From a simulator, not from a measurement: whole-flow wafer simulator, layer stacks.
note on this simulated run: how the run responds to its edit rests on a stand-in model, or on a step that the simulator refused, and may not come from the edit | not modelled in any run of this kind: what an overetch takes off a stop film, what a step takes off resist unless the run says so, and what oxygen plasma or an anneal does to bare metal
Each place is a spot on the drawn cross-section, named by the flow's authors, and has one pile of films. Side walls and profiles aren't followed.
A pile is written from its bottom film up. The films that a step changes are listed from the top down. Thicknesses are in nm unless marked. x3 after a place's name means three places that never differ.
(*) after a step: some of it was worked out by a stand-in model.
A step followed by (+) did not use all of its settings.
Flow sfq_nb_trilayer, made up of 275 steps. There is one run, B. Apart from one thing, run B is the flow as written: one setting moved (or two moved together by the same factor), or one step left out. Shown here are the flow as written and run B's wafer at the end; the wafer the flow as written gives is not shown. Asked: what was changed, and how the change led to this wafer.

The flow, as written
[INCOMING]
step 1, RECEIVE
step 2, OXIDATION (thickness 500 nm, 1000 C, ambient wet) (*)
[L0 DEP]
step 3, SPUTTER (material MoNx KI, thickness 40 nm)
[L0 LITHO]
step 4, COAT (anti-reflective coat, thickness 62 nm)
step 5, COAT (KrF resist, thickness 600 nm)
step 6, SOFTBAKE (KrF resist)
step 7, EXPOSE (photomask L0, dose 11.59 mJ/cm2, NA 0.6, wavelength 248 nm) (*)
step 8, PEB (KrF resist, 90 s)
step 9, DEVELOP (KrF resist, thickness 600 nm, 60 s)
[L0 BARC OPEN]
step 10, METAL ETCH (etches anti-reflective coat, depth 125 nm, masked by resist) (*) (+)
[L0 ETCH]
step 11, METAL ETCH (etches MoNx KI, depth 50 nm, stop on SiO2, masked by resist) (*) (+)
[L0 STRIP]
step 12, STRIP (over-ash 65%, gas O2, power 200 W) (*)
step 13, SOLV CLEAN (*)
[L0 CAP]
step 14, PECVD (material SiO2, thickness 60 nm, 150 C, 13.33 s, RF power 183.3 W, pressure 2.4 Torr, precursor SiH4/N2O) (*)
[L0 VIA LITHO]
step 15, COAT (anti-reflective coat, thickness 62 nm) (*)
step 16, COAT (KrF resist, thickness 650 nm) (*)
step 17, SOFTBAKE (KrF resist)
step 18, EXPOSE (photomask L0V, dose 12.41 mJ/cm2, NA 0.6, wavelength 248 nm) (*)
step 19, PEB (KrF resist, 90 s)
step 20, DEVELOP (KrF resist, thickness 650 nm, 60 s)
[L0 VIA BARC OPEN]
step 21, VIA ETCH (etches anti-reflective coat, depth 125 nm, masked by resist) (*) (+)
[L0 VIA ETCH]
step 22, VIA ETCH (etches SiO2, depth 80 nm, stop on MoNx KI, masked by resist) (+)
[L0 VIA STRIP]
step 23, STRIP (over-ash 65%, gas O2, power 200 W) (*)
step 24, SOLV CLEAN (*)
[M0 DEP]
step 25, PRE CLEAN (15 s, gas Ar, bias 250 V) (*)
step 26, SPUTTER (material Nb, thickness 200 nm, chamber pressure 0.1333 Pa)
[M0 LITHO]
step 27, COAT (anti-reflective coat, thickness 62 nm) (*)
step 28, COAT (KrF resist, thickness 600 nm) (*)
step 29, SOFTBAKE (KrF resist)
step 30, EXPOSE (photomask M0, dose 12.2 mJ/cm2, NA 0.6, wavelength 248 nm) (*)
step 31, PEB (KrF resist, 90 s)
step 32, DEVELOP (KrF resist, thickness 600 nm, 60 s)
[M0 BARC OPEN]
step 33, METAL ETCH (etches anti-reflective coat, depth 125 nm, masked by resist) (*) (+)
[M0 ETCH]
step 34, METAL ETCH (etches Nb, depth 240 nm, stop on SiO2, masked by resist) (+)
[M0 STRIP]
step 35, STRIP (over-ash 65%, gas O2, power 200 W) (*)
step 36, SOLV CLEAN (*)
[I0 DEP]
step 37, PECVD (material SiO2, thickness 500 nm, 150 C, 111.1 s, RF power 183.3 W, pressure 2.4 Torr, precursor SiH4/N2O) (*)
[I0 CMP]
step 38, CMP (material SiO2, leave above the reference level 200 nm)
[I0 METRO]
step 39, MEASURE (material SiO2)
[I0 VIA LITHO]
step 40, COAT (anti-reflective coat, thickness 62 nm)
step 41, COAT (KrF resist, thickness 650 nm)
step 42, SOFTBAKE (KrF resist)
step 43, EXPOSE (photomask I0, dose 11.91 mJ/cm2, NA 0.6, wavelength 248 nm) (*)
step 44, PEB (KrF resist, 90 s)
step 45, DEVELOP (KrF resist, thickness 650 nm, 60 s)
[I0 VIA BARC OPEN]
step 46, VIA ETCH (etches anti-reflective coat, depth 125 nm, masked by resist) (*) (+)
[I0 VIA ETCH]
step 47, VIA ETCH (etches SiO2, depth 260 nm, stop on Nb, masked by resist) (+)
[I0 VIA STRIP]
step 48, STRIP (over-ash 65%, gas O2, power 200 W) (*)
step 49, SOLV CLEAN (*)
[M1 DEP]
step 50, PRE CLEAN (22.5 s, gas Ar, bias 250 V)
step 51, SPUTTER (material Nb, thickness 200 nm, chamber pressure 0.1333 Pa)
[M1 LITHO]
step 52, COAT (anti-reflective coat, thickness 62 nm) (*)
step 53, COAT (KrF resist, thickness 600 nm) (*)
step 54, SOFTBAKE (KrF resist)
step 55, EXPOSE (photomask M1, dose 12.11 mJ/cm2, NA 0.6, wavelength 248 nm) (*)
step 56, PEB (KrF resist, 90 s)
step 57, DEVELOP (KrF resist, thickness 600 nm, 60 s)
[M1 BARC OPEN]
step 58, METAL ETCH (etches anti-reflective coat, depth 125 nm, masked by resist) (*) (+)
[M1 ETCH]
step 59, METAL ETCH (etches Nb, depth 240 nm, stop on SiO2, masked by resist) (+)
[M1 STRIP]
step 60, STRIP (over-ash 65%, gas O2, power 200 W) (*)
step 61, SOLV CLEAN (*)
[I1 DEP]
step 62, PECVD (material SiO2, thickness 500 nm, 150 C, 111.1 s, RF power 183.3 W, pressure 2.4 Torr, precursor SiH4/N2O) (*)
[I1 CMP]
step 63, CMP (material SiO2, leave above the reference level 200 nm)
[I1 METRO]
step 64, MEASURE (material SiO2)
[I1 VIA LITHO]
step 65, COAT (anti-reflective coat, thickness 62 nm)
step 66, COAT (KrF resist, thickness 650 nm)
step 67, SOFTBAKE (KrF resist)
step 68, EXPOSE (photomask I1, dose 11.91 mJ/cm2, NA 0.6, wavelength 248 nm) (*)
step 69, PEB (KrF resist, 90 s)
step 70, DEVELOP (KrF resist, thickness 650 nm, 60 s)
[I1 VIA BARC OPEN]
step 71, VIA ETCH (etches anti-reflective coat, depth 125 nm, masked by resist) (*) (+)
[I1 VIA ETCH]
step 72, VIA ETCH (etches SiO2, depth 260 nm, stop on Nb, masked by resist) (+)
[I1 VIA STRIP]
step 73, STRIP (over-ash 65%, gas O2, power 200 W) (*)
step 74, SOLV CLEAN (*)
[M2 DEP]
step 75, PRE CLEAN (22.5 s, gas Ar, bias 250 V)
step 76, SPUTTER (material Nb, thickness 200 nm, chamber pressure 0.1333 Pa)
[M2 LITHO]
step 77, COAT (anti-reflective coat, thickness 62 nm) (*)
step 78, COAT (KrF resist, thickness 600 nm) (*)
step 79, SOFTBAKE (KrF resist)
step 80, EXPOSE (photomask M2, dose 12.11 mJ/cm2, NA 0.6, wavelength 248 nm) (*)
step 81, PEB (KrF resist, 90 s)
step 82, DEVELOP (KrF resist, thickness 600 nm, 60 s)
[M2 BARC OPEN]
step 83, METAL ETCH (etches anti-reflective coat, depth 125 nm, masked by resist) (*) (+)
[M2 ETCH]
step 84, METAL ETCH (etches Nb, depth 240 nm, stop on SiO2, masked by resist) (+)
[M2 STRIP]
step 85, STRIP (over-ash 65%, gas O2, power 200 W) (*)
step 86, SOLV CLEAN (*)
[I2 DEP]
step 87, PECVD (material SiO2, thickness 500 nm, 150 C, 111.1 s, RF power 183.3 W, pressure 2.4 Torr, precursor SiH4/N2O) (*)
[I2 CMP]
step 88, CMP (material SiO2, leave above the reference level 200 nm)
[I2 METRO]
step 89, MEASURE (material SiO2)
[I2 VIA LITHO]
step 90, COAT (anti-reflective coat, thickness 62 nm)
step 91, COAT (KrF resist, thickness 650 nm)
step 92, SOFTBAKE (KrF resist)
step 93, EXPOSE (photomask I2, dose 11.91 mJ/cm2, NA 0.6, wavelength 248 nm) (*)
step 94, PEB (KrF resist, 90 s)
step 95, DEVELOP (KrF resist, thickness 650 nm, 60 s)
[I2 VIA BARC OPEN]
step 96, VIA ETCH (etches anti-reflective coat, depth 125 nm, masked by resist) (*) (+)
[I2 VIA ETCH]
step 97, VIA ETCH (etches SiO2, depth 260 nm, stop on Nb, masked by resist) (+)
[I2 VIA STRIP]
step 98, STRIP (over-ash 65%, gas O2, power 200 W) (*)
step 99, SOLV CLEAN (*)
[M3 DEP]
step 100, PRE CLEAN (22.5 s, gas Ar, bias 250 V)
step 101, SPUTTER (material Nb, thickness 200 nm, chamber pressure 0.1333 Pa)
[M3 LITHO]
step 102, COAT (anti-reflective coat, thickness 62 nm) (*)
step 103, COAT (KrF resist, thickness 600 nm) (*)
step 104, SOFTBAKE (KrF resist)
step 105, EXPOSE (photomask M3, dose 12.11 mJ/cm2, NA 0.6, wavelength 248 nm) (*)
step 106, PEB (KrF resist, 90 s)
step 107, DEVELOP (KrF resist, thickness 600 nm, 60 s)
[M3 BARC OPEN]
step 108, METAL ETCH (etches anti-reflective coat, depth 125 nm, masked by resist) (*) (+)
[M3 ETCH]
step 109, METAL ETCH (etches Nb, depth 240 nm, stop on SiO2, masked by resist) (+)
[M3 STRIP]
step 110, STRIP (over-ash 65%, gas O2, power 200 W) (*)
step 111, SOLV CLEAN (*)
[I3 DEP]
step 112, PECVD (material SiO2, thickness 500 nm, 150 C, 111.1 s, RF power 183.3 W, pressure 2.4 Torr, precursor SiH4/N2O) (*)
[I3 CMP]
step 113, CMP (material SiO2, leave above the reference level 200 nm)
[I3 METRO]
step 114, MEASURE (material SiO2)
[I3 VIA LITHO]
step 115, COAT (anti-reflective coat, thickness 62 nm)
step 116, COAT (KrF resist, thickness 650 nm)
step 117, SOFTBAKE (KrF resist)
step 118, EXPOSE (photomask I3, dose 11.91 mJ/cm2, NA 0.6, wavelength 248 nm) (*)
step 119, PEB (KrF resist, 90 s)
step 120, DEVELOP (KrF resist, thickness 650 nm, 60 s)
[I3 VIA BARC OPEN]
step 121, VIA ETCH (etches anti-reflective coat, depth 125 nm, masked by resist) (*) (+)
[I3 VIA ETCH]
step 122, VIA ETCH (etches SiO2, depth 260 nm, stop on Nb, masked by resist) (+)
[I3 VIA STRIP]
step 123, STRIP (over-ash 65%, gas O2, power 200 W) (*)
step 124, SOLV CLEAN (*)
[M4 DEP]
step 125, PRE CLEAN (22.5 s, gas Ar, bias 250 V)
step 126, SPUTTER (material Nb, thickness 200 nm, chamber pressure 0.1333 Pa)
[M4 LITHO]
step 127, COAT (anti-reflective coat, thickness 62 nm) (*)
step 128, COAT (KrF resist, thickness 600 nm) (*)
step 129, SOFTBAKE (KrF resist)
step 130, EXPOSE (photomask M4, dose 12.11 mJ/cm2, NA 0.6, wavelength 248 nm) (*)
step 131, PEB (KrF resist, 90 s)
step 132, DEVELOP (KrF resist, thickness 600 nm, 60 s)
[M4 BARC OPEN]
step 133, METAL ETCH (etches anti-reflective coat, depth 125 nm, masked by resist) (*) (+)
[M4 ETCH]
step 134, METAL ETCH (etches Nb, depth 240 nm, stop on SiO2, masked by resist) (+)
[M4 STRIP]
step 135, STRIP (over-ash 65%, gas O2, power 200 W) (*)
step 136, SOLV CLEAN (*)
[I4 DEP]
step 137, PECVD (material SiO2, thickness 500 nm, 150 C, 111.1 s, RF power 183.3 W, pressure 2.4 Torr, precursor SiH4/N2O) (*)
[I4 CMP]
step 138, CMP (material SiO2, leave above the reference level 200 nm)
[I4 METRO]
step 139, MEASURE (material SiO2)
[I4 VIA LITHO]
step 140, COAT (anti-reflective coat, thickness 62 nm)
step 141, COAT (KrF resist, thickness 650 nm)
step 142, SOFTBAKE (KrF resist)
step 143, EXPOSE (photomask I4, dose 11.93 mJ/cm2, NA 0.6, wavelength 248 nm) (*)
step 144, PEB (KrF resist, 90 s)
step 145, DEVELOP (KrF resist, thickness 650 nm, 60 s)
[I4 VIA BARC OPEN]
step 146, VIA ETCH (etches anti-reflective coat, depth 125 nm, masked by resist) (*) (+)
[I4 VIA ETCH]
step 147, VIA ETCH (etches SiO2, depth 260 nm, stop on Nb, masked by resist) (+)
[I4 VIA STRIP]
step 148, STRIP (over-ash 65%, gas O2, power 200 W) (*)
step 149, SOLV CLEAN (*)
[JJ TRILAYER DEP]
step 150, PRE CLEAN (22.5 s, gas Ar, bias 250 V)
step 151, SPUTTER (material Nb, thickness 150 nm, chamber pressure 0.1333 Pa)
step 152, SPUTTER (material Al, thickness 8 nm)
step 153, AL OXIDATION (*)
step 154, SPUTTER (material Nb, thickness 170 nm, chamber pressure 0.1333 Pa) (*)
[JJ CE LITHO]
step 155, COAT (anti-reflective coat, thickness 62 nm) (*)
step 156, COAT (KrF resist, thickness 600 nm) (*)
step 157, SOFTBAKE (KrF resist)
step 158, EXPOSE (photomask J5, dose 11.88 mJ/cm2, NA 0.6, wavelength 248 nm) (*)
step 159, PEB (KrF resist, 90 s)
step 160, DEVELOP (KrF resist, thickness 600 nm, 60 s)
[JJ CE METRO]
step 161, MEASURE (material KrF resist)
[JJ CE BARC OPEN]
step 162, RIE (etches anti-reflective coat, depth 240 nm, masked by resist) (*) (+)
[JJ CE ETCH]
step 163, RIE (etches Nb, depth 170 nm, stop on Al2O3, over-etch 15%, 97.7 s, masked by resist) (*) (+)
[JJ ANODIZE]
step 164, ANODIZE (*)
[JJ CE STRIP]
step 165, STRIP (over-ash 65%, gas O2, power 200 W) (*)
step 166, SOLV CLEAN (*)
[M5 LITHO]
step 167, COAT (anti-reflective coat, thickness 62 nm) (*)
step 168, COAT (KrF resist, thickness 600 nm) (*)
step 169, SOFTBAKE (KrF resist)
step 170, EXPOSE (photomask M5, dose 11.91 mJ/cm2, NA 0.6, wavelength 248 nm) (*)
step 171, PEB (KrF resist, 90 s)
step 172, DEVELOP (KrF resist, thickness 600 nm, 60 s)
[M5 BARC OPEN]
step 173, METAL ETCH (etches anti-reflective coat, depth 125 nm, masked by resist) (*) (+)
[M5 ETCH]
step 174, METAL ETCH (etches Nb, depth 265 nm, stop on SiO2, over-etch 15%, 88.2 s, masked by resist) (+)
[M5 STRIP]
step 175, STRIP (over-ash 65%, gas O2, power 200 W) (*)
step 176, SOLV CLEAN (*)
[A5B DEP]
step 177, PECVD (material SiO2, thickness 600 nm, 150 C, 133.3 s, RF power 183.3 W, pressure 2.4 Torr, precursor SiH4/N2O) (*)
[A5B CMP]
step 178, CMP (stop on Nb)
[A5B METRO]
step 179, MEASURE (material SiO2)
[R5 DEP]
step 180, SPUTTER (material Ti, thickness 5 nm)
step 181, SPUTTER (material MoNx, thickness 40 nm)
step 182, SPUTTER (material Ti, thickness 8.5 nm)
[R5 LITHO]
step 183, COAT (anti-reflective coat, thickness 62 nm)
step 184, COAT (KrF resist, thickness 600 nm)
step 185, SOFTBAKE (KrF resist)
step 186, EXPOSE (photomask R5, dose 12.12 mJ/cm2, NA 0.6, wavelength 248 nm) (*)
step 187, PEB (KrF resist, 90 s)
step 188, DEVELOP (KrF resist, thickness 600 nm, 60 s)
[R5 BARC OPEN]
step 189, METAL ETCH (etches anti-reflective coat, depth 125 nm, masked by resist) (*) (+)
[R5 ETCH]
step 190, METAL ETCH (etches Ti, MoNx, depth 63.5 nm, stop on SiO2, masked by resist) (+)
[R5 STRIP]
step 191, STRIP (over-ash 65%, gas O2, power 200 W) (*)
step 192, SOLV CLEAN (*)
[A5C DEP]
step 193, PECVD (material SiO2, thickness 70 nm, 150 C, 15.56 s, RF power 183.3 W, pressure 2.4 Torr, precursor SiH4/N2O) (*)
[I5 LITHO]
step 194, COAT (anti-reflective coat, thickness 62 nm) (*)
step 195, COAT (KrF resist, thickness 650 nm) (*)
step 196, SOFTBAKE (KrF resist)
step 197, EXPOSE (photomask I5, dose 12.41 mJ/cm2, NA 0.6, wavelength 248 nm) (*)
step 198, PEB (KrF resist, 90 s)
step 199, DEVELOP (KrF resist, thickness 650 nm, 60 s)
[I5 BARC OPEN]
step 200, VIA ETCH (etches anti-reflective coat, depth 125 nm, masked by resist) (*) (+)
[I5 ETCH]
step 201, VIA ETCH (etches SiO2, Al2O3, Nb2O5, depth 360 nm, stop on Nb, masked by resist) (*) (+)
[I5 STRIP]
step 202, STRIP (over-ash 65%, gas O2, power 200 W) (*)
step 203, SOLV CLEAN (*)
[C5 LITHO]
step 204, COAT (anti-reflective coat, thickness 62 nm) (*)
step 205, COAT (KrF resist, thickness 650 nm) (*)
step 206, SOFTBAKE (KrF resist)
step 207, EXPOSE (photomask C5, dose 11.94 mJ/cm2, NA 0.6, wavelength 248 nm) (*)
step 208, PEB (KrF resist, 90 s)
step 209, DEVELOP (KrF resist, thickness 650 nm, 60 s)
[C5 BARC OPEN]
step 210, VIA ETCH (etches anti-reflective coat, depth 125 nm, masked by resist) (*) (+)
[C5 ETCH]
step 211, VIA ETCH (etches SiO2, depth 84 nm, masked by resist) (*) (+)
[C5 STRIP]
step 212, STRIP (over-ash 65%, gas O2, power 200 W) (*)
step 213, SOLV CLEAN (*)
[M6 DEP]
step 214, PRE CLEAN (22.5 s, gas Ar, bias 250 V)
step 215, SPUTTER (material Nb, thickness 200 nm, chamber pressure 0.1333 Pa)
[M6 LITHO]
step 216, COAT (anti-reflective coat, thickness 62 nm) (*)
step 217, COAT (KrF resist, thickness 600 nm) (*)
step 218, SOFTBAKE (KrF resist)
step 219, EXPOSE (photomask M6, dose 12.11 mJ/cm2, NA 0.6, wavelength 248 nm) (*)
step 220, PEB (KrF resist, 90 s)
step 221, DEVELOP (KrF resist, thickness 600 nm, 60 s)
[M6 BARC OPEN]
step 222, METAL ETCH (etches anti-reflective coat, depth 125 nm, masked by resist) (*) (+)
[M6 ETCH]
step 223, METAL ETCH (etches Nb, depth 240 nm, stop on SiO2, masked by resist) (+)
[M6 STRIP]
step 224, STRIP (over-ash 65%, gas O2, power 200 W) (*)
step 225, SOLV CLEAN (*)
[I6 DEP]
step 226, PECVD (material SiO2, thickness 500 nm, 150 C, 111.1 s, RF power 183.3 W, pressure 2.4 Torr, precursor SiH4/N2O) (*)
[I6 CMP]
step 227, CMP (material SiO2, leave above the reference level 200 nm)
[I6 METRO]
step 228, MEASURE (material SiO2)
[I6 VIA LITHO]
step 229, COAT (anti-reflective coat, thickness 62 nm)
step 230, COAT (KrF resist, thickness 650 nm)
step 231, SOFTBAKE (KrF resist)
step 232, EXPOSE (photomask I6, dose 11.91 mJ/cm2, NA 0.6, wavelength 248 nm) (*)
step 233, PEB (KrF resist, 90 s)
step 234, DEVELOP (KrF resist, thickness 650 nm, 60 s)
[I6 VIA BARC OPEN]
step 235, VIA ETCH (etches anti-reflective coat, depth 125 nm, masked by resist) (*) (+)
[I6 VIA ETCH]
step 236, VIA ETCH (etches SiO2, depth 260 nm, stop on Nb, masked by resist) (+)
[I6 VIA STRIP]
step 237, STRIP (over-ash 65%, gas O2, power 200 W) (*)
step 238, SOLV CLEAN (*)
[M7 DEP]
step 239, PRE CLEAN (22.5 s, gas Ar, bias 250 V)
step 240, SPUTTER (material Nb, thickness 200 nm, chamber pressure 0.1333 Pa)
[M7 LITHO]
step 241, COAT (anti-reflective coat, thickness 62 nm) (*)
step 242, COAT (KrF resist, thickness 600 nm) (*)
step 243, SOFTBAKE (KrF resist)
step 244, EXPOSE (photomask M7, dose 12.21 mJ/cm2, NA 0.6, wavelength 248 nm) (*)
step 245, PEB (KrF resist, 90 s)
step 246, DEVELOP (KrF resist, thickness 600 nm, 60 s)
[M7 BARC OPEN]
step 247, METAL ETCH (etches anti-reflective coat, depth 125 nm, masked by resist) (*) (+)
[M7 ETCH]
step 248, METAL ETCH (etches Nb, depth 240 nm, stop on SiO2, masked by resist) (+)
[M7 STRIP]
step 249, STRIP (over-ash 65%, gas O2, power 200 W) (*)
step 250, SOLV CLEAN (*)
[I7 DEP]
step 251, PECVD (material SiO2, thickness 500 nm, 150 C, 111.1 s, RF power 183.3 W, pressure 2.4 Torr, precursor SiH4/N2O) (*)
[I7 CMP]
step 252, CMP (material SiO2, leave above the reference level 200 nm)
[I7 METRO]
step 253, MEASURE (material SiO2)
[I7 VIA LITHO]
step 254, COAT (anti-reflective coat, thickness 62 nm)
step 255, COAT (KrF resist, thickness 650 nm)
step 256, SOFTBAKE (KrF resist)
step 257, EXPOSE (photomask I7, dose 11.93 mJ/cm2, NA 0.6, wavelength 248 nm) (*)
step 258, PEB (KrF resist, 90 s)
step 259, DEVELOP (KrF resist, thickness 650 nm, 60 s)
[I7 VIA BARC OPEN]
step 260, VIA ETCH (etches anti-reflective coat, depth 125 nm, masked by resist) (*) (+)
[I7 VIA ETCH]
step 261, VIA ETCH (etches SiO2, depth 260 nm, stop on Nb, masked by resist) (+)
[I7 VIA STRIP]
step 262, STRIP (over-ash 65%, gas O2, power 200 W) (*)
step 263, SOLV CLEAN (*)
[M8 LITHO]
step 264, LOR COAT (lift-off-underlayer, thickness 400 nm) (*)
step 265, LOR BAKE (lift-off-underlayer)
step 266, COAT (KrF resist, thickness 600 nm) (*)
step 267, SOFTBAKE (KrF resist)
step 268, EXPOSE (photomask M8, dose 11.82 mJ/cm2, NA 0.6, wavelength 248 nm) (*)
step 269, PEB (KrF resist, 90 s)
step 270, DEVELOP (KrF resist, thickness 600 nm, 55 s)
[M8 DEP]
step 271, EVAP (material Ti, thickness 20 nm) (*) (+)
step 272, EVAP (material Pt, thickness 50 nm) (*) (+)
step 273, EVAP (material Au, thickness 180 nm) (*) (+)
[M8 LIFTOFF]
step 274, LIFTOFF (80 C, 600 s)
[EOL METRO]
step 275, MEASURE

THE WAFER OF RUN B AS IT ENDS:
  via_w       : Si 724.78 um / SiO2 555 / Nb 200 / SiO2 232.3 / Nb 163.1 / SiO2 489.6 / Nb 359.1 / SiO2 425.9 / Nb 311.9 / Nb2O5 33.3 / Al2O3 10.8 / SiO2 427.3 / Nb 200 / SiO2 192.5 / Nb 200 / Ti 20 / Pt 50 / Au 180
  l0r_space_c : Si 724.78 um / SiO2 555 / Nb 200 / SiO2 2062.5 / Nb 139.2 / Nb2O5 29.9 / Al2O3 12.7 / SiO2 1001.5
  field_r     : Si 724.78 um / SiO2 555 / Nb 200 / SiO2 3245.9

Cause: step 38, CMP: material SiO2, leave above the reference level 200 nm, was omitted.

How this came from the change, step by step:
  step 40, COAT (anti-reflective coat, thickness 62 nm)
      gap, jj_sur, ce_l, c5j, ce_r, lsp_l, ln_m5: anti-reflective coat gains 63.5 (new film) (it would be, as written: anti-reflective coat gains 62 (new film))
      wire, lsp_m, ln_m6: anti-reflective coat gains 63.7 (new film) (it would be, as written: anti-reflective coat gains 62 (new film))
      (and at 27 other places as well)
  step 41, COAT (KrF resist, thickness 650 nm)
      m0r_line_l, m0r_line_r: KrF resist gains 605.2 (new film) (it would be, as written: KrF resist gains 650 (new film))
      m0r_space_l, m0r_space_r: KrF resist gains 682 (new film) (it would be, as written: KrF resist gains 650 (new film))
      (and at 4 other places as well)
  step 46, VIA ETCH (etches anti-reflective coat, depth 125 nm, masked by resist) (*) (+)
      field_l, v_sur, via_wl and 102 more: KrF resist loses 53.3 (it would be, as written: KrF resist loses 51.7)
      via_w: anti-reflective coat loses 64 (all of it), SiO2 loses 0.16 (it would be, as written: anti-reflective coat loses 62 (all of it), SiO2 loses 0.16)
  step 47, VIA ETCH (etches SiO2, depth 260 nm, stop on Nb, masked by resist) (+)
      via_w: SiO2 loses 260 (it would be, as written: SiO2 loses 199.8 (all of it))
  step 48, STRIP (over-ash 65%, gas O2, power 200 W) (*)
      l0r_line_c, l0r_line_r: KrF resist loses 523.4 (all of it), anti-reflective coat loses 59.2 (all of it) (it would be, as written: KrF resist loses 528.6 (all of it), anti-reflective coat loses 62 (all of it))
      m0r_line_l, m0r_line_r: KrF resist loses 482.2 (all of it), anti-reflective coat loses 48.1 (all of it) (it would be, as written: KrF resist loses 528.6 (all of it), anti-reflective coat loses 62 (all of it))
      (and at 32 other places as well)
  step 50, PRE CLEAN (22.5 s, gas Ar, bias 250 V)
      via_w: SiO2 loses 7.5 (it would be, as written: Nb loses 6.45)
  step 51, SPUTTER (material Nb, thickness 200 nm, chamber pressure 0.1333 Pa)
      via_w: Nb gains 163.1 (new film) (it would be, as written: Nb gains 174.5)
      moat: Nb gains 177.8 (new film) (it would be, as written: Nb gains 200 (new film))
      (and at 1 other place as well)
  step 52, COAT (anti-reflective coat, thickness 62 nm) (*)
      jj_sur, ce_l, c5j, ce_r, sp_r, be_r: anti-reflective coat gains 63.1 (new film) (it would be, as written: anti-reflective coat gains 61.7 (new film))
      be_sur, gap: anti-reflective coat gains 63.1 (new film) (it would be, as written: anti-reflective coat gains 61.6 (new film))
      (and at 25 other places as well)
  step 53, COAT (KrF resist, thickness 600 nm) (*)
      m0r_line_l, m0r_line_r: KrF resist gains 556 (new film) (it would be, as written: KrF resist gains 600 (new film))
      m0r_space_l, m0r_space_r: KrF resist gains 631.5 (new film) (it would be, as written: KrF resist gains 600 (new film))
      (and at 6 other places as well)
  step 57, DEVELOP (KrF resist, thickness 600 nm, 60 s)
      m0r_line_l, m0r_line_r: KrF resist loses 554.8 (all of it) (it would be, as written: KrF resist loses 598.7 (all of it))
      m0r_space_l, m0r_space_r: KrF resist loses 630.1 (all of it) (it would be, as written: KrF resist loses 598.7 (all of it))
      (and at 5 other places as well)
  step 58, METAL ETCH (etches anti-reflective coat, depth 125 nm, masked by resist) (*) (+)
      moat: anti-reflective coat loses 125 (it would be, as written: anti-reflective coat loses 61.8 (all of it))
      v_sur, via_wl, via_w and 21 more: KrF resist loses 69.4 (it would be, as written: KrF resist loses 51.7)
      (and at 26 other places as well)
  step 59, METAL ETCH (etches Nb, depth 240 nm, stop on SiO2, masked by resist) (+)
      moat: anti-reflective coat loses 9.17 (all of it), Nb loses 177.8 (all of it) (it would be, as written: Nb loses 200 (all of it))
      l0v: Nb loses 195 (all of it) (it would be, as written: Nb loses 200 (all of it))
  step 60, STRIP (over-ash 65%, gas O2, power 200 W) (*)
      wl_j_sl, wl_jj, wl_j_sr and 13 more: KrF resist loses 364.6 (all of it), anti-reflective coat loses 62 (all of it) (it would be, as written: KrF resist loses 382.4 (all of it), anti-reflective coat loses 62 (all of it))
      v_sur: KrF resist loses 352.9 (all of it), anti-reflective coat loses 70.4 (all of it) (it would be, as written: KrF resist loses 365.9 (all of it), anti-reflective coat loses 61.1 (all of it))
      (and at 7 other places as well)
  step 62, PECVD (material SiO2, thickness 500 nm, 150 C, 111.1 s, RF power 183.3 W, pressure 2.4 Torr, precursor SiH4/N2O) (*)
      via_w: SiO2 gains 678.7 (new film) (it would be, as written: SiO2 gains 606 (new film))
  step 63, CMP (material SiO2, leave above the reference level 200 nm)
      moat, m0r_space_l, m0r_space_r: nothing (it would be, as written: SiO2 loses 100)
      field_l, l0r_line_l, l0r_line_c, l0r_line_r: SiO2 loses 140 (it would be, as written: SiO2 loses 100)
      (and at 2 other places as well)
  step 65, COAT (anti-reflective coat, thickness 62 nm)
      m0r_line_l, m0r_line_r: anti-reflective coat gains 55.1 (new film) (it would be, as written: anti-reflective coat gains 62 (new film))
      m0r_space_l, m0r_space_r: anti-reflective coat gains 81 (new film) (it would be, as written: anti-reflective coat gains 62 (new film))
      (and at 3 other places as well)
  ... another 6 steps ...
  step 88, CMP (material SiO2, leave above the reference level 200 nm)
      moat, m0r_space_l, m0r_space_r: SiO2 loses 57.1 (it would be, as written: SiO2 loses 100)
If metal films that touch count as one body, via_w has 6 bodies (between them, from the top down: SiO2 192.5; SiO2 427.3 / Al2O3 10.8 / Nb2O5 33.3; SiO2 425.9; SiO2 489.6; SiO2 232.3); the flow as written gives 5 bodies (between them, from the top down: SiO2 192.5; SiO2 427.3 / Al2O3 10.8 / Nb2O5 33.3; SiO2 425.9; SiO2 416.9).
